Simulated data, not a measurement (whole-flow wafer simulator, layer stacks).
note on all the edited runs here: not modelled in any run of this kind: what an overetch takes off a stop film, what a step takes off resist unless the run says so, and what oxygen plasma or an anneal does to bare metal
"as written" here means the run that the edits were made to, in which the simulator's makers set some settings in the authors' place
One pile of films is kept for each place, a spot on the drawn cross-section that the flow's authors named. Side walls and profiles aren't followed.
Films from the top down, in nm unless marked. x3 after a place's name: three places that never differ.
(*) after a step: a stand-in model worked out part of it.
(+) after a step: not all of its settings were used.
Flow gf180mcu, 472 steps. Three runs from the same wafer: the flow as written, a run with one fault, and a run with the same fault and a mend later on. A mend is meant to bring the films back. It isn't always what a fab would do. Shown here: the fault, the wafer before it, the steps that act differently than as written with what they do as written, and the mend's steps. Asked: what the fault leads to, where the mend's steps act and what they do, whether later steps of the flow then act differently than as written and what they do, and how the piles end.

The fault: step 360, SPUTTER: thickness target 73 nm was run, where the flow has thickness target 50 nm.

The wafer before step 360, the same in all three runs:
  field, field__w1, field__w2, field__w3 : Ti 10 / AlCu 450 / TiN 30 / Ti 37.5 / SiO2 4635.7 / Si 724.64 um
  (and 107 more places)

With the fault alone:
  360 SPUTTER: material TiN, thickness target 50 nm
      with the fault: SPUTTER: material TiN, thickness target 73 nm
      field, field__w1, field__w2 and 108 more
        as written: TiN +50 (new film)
        with the fault: TiN +73 (new film)
  Later steps of the flow that act differently than as written (3 more steps differ only slightly, by at most 2% or 0.5 nm, whichever is larger, and aren't shown):
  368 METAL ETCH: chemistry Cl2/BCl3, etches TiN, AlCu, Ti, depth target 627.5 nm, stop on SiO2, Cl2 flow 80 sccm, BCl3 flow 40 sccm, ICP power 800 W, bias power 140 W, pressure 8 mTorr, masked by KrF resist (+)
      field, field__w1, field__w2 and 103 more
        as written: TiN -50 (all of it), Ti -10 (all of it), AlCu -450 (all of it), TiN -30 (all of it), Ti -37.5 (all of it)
        with the fault: TiN -73 (all of it), Ti -10 (all of it), AlCu -450 (all of it), TiN -30 (all of it), Ti -37.5 (all of it)
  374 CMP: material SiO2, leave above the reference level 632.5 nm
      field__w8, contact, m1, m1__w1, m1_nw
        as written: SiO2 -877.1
        with the fault: SiO2 -900.1
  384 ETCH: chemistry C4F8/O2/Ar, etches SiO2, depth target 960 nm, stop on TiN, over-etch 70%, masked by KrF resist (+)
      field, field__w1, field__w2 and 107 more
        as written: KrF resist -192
        with the fault: KrF resist -186.8
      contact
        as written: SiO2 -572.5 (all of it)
        with the fault: SiO2 -549.5 (all of it)
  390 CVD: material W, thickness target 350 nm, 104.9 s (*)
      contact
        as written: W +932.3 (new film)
        with the fault: W +909.1 (new film)
  At the end the piles differ from the flow's by more than 2% or 0.5 nm, whichever is larger, at field__w8, contact, m1, m1__w1, m1_nw.
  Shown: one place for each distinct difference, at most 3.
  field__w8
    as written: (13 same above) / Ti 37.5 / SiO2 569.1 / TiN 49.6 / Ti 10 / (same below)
    with the fault: (13 same above) / Ti 37.5 / SiO2 546.1 / TiN 72.6 / Ti 10 / (same below)
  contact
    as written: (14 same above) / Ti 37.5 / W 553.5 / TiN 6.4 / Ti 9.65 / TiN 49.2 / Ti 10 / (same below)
    with the fault: (14 same above) / Ti 37.5 / W 530.3 / TiN 6.49 / Ti 9.78 / TiN 72.2 / Ti 10 / (same below)

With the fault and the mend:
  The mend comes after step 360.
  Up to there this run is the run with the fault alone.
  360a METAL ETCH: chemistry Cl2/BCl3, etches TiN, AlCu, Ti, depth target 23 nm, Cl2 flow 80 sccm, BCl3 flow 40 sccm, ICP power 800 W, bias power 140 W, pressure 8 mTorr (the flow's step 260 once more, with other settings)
      field, field__w1, field__w2 and 108 more
        TiN -23
  No later step of the flow acts differently than as written at any place that is followed.
  At the end the piles are the same as the flow's at every place that both follow.
